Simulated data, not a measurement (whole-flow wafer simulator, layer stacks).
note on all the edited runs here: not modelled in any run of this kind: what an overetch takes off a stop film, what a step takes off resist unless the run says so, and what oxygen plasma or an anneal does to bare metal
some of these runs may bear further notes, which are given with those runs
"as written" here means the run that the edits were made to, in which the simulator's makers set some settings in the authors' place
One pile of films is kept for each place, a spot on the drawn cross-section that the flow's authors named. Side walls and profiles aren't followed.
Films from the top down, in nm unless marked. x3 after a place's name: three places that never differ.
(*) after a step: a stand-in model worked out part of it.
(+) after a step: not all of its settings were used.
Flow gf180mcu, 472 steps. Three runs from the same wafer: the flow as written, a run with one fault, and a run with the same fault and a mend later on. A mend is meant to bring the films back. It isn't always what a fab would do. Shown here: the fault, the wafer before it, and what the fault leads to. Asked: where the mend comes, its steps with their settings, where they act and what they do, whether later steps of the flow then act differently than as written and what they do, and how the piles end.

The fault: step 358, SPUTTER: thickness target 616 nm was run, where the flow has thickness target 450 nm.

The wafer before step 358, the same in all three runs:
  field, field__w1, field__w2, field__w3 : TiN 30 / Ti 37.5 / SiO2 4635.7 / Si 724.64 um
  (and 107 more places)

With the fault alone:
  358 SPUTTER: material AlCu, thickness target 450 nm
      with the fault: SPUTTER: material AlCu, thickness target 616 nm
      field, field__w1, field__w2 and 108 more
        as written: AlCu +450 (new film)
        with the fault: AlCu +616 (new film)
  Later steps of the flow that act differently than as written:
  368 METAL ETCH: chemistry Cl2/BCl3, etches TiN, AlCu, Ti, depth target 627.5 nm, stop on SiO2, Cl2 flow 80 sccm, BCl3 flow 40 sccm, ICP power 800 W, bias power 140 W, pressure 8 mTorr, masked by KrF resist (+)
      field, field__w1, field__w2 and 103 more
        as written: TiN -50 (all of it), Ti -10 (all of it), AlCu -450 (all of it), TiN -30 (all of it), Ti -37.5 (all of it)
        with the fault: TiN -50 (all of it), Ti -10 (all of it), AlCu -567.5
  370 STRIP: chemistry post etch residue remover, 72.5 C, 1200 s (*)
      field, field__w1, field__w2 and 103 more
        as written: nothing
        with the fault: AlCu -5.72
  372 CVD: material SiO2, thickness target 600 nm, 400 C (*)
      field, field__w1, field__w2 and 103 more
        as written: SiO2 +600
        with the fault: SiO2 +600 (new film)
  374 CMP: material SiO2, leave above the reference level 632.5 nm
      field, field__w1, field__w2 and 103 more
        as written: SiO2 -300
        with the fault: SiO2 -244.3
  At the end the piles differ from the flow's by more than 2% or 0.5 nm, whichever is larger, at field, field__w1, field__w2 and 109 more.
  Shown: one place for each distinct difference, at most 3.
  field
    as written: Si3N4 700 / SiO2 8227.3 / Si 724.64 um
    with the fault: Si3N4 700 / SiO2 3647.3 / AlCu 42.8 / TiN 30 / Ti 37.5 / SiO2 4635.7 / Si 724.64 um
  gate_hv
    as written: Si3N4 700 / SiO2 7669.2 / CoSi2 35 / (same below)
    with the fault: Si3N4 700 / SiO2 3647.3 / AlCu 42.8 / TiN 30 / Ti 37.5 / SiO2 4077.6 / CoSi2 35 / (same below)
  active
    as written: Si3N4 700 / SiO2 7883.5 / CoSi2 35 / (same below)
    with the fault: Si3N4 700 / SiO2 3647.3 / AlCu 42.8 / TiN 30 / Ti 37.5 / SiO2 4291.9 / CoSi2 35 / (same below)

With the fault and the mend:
  The mend comes after step 358.
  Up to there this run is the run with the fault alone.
  358a METAL ETCH: chemistry Cl2/BCl3, etches TiN, AlCu, Ti, depth target 166 nm, Cl2 flow 80 sccm, BCl3 flow 40 sccm, ICP power 800 W, bias power 140 W, pressure 8 mTorr (the flow's step 260 once more, with other settings)
      field, field__w1, field__w2 and 108 more
        AlCu -166
  No later step of the flow acts differently than as written at any place that is followed.
  At the end the piles are the same as the flow's at every place that both follow.
